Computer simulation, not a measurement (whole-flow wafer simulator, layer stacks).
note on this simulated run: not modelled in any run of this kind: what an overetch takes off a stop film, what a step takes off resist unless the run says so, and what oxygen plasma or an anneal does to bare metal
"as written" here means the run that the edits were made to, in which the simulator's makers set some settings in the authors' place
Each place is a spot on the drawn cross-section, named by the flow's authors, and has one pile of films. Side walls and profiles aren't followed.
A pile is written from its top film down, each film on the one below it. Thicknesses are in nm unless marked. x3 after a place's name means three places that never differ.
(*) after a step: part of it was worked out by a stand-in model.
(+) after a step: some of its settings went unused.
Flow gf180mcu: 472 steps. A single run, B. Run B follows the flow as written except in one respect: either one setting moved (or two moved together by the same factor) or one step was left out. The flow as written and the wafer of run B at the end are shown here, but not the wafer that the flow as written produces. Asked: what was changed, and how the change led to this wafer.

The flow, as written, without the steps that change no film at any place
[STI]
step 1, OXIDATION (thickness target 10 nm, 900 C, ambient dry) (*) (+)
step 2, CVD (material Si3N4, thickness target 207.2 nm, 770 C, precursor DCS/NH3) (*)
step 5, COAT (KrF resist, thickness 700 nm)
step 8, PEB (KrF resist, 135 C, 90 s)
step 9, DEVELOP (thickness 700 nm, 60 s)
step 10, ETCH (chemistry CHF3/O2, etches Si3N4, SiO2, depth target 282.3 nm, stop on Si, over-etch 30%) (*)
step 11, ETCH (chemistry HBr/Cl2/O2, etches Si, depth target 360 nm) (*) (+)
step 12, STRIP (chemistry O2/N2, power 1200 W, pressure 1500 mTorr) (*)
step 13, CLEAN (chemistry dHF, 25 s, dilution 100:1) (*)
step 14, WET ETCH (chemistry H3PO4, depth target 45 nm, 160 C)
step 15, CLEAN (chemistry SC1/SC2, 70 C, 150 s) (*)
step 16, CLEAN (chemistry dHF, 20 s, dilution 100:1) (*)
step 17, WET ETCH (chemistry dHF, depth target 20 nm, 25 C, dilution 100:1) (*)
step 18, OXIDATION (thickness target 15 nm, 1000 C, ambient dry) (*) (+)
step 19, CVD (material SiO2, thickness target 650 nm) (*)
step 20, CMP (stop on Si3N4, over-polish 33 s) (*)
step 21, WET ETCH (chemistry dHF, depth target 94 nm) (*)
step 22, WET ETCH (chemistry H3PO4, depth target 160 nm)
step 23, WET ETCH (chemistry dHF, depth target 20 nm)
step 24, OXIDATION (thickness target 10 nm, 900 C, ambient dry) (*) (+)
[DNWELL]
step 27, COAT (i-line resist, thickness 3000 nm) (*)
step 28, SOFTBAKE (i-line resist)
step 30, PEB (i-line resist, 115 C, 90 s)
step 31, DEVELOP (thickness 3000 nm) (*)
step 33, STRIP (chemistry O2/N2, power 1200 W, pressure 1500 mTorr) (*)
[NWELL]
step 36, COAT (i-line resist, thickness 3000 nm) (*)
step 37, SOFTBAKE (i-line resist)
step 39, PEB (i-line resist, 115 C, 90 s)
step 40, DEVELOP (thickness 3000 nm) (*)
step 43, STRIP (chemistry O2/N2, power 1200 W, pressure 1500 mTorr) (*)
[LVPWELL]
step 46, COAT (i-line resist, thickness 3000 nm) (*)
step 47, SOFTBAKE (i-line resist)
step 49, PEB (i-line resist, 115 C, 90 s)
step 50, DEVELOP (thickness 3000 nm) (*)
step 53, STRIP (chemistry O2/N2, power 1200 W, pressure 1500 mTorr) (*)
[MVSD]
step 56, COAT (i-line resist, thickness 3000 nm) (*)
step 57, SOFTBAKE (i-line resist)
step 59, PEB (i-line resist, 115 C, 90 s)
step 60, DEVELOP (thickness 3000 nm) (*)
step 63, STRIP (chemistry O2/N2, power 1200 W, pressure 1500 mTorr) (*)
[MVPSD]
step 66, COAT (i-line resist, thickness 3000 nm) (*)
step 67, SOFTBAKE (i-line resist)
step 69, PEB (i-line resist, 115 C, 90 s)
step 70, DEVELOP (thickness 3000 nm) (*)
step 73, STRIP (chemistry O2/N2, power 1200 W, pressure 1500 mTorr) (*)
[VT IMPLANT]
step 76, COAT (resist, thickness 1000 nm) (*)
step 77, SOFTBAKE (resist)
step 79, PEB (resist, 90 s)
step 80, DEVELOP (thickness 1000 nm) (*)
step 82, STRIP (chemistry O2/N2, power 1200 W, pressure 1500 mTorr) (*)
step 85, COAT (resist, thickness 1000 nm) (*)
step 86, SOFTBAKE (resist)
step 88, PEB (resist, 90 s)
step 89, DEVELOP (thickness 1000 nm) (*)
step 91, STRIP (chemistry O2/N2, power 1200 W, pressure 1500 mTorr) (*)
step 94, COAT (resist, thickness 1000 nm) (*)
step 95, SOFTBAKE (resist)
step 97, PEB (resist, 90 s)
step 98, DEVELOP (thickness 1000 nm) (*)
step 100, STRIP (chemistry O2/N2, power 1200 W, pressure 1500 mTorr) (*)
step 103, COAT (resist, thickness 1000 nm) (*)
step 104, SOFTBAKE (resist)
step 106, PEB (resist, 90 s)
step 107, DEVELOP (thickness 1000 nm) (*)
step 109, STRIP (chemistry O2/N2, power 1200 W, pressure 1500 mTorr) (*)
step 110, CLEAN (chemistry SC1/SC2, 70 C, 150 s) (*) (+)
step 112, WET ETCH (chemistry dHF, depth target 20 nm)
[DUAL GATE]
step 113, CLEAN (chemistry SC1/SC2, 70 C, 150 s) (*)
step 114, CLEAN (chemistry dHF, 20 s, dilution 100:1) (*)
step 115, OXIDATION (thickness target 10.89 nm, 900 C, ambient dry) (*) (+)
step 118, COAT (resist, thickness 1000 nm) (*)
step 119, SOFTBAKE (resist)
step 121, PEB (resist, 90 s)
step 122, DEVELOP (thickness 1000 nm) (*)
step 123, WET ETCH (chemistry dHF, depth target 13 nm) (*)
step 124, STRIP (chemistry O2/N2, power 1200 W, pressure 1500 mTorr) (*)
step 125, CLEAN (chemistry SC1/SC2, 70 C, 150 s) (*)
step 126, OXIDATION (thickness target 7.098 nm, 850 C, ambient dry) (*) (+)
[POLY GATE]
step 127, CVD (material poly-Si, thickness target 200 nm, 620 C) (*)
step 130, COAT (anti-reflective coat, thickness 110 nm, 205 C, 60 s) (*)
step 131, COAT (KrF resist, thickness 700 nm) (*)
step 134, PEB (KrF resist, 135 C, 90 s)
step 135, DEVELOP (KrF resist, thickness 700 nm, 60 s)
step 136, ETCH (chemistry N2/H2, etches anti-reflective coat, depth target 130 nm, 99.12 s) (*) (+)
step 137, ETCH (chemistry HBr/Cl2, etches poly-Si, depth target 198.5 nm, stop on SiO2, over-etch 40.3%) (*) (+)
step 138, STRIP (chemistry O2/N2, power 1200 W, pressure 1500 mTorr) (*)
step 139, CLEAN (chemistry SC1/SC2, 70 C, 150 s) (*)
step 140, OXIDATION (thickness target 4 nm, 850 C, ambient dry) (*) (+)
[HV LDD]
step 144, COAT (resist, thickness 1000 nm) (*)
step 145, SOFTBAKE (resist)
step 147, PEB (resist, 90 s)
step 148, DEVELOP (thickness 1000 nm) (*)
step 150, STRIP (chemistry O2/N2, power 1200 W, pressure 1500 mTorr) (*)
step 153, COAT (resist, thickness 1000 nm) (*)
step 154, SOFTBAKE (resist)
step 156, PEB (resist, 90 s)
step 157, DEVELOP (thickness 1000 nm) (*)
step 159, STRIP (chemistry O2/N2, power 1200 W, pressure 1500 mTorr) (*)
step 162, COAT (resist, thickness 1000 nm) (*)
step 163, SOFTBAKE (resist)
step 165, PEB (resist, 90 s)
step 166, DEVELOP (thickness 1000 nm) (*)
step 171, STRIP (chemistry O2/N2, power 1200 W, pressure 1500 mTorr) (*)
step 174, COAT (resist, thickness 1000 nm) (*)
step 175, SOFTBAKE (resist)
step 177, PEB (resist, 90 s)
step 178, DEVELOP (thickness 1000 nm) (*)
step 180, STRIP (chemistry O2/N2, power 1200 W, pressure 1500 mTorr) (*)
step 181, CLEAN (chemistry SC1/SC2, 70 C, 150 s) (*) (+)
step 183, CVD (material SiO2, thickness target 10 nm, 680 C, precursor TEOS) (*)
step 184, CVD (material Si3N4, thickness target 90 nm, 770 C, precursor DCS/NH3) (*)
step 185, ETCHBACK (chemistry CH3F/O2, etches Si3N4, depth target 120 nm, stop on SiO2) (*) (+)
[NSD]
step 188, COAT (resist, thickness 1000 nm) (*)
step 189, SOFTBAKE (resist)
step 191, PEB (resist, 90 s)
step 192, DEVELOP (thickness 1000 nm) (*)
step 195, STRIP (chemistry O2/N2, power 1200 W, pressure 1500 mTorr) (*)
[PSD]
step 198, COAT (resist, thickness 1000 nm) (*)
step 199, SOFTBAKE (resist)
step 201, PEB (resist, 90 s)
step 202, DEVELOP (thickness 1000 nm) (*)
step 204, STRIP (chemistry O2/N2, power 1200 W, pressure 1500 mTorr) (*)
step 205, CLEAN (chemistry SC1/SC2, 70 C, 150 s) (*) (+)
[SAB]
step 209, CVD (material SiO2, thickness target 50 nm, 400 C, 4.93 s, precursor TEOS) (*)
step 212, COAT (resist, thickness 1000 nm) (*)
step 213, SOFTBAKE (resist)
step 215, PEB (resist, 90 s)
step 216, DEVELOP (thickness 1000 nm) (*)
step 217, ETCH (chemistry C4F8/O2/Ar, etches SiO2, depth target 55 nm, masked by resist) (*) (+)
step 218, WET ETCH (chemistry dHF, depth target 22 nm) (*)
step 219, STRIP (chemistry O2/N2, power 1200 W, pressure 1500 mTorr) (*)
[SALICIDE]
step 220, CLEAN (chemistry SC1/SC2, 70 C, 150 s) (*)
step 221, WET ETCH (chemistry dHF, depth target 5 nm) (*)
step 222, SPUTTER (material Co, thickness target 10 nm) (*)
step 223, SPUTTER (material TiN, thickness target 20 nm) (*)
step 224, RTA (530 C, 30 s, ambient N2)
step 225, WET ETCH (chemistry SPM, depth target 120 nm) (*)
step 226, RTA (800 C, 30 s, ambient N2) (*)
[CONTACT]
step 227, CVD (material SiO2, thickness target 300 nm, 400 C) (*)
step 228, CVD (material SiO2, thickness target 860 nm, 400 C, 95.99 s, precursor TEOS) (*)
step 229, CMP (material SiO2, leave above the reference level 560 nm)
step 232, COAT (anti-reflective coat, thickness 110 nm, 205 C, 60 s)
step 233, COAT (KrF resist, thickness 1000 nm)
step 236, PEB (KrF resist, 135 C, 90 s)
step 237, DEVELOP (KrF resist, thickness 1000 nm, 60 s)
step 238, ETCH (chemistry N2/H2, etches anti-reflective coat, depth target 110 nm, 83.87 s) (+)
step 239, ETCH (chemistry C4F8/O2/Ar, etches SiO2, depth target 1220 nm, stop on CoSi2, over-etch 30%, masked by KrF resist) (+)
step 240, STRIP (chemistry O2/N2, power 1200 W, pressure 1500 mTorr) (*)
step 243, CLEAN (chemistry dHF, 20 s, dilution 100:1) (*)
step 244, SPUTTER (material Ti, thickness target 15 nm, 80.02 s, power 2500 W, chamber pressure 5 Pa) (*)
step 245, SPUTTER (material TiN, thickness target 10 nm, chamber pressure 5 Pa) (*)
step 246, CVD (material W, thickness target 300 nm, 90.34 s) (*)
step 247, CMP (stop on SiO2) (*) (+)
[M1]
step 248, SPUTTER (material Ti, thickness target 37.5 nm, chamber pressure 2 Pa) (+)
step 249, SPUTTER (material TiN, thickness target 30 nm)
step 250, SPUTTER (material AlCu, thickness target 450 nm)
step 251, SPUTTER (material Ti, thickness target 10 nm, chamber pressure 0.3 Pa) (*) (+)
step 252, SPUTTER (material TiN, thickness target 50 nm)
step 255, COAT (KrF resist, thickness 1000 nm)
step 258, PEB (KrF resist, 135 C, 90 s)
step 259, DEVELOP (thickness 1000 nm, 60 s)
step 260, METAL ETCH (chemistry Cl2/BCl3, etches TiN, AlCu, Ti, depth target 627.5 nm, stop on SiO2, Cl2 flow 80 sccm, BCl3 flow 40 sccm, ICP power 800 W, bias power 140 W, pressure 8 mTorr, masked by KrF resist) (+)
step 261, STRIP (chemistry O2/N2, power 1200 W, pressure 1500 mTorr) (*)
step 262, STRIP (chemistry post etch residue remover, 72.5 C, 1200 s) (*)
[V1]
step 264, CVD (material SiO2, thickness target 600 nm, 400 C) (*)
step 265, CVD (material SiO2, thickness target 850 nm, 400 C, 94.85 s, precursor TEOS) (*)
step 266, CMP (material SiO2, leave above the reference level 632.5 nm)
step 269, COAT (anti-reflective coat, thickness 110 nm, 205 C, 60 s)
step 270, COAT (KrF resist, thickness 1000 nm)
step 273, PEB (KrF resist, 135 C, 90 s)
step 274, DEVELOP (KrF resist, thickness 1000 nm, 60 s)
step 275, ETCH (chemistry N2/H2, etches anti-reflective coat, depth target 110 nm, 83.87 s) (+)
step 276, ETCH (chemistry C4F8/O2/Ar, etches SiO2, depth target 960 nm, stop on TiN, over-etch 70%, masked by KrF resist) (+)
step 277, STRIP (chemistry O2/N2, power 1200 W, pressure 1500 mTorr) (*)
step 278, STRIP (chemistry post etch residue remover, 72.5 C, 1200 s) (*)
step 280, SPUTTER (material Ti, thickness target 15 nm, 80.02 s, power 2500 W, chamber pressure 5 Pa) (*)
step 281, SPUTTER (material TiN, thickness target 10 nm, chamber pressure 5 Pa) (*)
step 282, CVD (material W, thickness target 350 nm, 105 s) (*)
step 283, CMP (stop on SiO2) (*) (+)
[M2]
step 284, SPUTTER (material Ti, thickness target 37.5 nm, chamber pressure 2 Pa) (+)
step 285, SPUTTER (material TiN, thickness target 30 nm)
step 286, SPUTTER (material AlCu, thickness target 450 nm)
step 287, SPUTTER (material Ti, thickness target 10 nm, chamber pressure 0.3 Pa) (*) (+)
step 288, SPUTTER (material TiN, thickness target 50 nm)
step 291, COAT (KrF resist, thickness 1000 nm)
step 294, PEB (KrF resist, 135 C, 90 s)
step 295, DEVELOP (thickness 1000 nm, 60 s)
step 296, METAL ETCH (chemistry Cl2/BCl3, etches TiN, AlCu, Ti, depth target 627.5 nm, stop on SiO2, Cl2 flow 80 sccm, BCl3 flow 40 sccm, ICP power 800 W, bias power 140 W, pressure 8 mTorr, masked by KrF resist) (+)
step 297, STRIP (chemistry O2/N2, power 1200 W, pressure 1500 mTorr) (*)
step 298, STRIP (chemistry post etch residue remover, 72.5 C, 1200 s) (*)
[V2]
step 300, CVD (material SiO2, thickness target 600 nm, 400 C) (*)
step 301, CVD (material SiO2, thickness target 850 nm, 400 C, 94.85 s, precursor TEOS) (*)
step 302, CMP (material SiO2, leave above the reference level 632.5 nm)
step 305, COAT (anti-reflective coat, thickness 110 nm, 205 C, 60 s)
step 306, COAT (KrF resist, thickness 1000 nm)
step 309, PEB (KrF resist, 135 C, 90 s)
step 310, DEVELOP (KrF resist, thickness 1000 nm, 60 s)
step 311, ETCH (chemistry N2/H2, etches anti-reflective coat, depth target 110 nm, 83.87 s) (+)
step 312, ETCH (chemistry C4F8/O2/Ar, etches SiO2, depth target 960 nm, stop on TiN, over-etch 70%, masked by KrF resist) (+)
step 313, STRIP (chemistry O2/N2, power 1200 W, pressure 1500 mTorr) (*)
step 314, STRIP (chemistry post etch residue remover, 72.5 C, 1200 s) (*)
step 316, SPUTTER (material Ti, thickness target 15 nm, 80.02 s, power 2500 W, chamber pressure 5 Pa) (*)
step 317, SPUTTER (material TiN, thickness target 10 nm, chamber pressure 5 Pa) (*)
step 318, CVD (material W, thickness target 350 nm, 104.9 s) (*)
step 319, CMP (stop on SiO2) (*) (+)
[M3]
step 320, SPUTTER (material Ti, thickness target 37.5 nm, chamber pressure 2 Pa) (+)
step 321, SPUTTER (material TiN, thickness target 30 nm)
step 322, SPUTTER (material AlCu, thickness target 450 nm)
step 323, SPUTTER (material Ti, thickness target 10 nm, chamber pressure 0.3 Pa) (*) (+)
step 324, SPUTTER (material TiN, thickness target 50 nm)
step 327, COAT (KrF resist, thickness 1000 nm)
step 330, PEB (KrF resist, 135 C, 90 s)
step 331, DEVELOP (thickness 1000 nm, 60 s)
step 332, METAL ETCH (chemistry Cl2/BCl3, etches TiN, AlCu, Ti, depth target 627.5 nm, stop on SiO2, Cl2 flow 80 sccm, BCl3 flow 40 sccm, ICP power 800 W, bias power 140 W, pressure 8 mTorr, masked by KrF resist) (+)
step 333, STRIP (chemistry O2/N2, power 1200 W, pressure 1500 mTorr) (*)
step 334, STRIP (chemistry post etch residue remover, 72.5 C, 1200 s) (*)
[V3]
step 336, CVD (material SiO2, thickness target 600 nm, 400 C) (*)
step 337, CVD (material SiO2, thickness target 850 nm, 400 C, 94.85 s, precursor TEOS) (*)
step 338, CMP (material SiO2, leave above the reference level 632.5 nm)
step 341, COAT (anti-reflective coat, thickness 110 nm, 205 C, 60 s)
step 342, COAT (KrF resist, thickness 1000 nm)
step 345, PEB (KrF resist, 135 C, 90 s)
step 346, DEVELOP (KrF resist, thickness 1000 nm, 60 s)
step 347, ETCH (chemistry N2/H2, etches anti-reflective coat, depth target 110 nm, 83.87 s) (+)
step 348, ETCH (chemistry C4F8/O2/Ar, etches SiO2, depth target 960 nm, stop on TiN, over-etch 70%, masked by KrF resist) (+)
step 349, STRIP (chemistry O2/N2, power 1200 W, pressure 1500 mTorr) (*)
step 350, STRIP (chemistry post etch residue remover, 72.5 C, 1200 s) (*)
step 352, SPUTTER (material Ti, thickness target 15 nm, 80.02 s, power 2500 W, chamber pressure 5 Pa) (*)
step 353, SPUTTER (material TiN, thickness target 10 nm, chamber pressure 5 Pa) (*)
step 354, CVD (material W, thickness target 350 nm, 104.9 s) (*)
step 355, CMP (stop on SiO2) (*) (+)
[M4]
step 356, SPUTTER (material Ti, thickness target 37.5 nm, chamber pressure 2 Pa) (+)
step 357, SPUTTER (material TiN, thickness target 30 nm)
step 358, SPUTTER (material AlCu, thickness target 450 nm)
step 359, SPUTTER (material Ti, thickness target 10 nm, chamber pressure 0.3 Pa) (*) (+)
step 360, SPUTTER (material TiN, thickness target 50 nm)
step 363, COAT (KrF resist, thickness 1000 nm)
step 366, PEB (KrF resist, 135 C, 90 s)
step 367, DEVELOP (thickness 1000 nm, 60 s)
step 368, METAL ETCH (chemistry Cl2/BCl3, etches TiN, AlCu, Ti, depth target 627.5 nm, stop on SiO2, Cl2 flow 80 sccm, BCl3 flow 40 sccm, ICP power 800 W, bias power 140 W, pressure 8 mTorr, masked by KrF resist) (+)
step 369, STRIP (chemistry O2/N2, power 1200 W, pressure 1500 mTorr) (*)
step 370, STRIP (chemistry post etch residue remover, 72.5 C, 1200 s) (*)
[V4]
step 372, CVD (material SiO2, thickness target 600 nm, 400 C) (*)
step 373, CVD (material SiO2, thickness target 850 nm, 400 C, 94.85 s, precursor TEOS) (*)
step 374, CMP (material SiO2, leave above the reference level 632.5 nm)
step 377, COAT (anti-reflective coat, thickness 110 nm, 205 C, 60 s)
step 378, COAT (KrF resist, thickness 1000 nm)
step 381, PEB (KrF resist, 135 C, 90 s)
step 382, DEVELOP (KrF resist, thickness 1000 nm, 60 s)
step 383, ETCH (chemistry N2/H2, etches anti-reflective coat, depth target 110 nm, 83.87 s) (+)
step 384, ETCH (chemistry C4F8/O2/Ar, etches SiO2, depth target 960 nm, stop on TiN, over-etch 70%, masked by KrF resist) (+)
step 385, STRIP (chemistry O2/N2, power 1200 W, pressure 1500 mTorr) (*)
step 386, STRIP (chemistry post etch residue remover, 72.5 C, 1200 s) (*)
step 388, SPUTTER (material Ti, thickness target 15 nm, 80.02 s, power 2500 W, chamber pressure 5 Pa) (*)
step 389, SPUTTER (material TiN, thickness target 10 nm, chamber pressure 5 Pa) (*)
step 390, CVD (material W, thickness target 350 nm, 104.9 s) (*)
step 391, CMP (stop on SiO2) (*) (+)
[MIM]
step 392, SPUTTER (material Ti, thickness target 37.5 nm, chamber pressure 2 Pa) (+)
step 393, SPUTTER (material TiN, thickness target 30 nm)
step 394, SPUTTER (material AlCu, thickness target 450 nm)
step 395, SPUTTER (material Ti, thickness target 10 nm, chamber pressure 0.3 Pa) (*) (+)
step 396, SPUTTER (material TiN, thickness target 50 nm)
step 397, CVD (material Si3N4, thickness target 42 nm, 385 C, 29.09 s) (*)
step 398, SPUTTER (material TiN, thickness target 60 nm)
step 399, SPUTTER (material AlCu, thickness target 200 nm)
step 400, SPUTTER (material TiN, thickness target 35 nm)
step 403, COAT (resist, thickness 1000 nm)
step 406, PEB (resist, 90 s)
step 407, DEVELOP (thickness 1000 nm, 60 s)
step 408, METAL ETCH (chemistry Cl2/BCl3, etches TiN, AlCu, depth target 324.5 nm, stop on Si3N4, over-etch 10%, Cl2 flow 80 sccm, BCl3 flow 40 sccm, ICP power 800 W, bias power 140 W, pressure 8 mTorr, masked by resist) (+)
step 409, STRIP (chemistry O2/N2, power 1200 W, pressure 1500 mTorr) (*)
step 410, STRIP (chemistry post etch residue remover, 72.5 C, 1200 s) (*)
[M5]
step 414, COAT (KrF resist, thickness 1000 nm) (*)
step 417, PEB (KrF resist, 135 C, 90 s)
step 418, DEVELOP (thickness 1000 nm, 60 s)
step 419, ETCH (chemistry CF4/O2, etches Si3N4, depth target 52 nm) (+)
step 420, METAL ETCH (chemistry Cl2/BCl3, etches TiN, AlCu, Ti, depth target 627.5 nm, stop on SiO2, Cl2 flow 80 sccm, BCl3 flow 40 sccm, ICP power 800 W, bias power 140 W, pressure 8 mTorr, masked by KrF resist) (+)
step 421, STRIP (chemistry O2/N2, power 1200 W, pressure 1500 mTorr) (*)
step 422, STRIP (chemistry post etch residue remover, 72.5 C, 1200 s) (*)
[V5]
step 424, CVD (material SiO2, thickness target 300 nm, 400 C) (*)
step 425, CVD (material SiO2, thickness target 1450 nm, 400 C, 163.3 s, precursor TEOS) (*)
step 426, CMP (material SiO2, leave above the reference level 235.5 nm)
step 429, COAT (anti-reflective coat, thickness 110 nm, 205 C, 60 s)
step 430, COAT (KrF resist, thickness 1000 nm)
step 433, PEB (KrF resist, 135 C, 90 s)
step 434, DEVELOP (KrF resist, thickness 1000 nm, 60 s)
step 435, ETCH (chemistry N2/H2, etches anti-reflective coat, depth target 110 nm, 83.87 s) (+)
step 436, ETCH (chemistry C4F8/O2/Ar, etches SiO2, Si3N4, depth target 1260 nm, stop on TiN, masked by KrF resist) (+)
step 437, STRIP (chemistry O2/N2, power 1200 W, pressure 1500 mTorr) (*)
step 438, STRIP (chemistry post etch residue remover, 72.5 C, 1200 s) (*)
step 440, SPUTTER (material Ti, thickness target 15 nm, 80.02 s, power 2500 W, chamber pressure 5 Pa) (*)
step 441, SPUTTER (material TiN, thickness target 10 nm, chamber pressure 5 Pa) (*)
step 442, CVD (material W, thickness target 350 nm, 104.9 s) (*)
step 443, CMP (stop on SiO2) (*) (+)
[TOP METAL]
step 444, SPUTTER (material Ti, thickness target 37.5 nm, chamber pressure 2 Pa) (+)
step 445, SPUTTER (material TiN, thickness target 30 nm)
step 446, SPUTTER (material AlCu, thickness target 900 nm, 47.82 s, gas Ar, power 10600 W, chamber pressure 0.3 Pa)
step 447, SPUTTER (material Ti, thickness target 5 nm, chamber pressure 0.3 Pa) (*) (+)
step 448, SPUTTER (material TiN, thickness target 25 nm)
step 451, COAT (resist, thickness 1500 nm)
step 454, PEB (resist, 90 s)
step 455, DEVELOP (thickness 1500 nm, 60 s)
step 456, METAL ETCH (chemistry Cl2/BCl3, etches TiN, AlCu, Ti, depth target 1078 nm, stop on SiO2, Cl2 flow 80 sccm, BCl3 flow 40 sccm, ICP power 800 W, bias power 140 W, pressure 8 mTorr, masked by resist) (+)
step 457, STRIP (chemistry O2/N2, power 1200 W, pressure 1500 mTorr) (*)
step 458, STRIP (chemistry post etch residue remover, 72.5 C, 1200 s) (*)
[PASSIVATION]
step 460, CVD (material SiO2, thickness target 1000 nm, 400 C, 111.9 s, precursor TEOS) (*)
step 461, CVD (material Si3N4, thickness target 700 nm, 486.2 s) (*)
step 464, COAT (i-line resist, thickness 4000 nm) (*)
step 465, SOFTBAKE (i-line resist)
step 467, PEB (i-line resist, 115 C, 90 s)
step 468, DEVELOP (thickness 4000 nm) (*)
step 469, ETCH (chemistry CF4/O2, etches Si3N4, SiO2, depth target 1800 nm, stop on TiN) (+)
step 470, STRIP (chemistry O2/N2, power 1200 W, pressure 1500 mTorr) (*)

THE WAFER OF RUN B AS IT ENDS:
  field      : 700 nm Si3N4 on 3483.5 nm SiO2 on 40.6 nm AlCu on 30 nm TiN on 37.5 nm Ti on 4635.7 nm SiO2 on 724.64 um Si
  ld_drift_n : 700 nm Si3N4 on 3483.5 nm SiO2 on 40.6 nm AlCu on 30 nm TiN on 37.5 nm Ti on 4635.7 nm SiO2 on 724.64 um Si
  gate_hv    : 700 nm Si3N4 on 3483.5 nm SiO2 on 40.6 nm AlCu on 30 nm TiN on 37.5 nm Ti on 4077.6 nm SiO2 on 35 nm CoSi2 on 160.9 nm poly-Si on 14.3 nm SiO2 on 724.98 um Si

The reason: step 368, METAL ETCH: depth target 463.7 nm was run, whereas the flow has depth target 627.5 nm.

How this came from the change, step by step:
  step 368, METAL ETCH (chemistry Cl2/BCl3, etches TiN, AlCu, Ti, depth target 627.5 nm, stop on SiO2, Cl2 flow 80 sccm, BCl3 flow 40 sccm, ICP power 800 W, bias power 140 W, pressure 8 mTorr, masked by KrF resist) (+)
      field, field__w1, field__w2 and 103 more: -50 TiN (all of it), -10 Ti (all of it), -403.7 AlCu (it would be, as written: -50 TiN (all of it), -10 Ti (all of it), -450 AlCu (all of it), -30 TiN (all of it), -37.5 Ti (all of it))
      field__w8, contact, m1, m1__w1, m1_nw: -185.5 KrF resist (it would be, as written: -251 KrF resist)
  step 369, STRIP (chemistry O2/N2, power 1200 W, pressure 1500 mTorr) (*)
      field__w8, contact, m1, m1__w1, m1_nw: -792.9 KrF resist (all of it) (it would be, as written: -727.4 KrF resist (all of it))
  step 370, STRIP (chemistry post etch residue remover, 72.5 C, 1200 s) (*)
      field, field__w1, field__w2 and 103 more: -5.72 AlCu (it would be, as written: nothing)
  step 372, CVD (material SiO2, thickness target 600 nm, 400 C) (*)
      field, field__w1, field__w2 and 103 more: +600 SiO2 (new film) (it would be, as written: +600 SiO2)
  step 374, CMP (material SiO2, leave above the reference level 632.5 nm)
      field, field__w1, field__w2 and 103 more: -408.1 SiO2 (it would be, as written: -300 SiO2)
With metal films that touch counted as one body, field has 1 body; the flow as written gives 0 bodies.
With metal films that touch counted as one body, ld_drift_n has 1 body; the flow as written gives 0 bodies.
With metal films that touch counted as one body, gate_hv has 2 bodies (between them, from the top down: SiO2 4077.6); the flow as written gives 1 body.
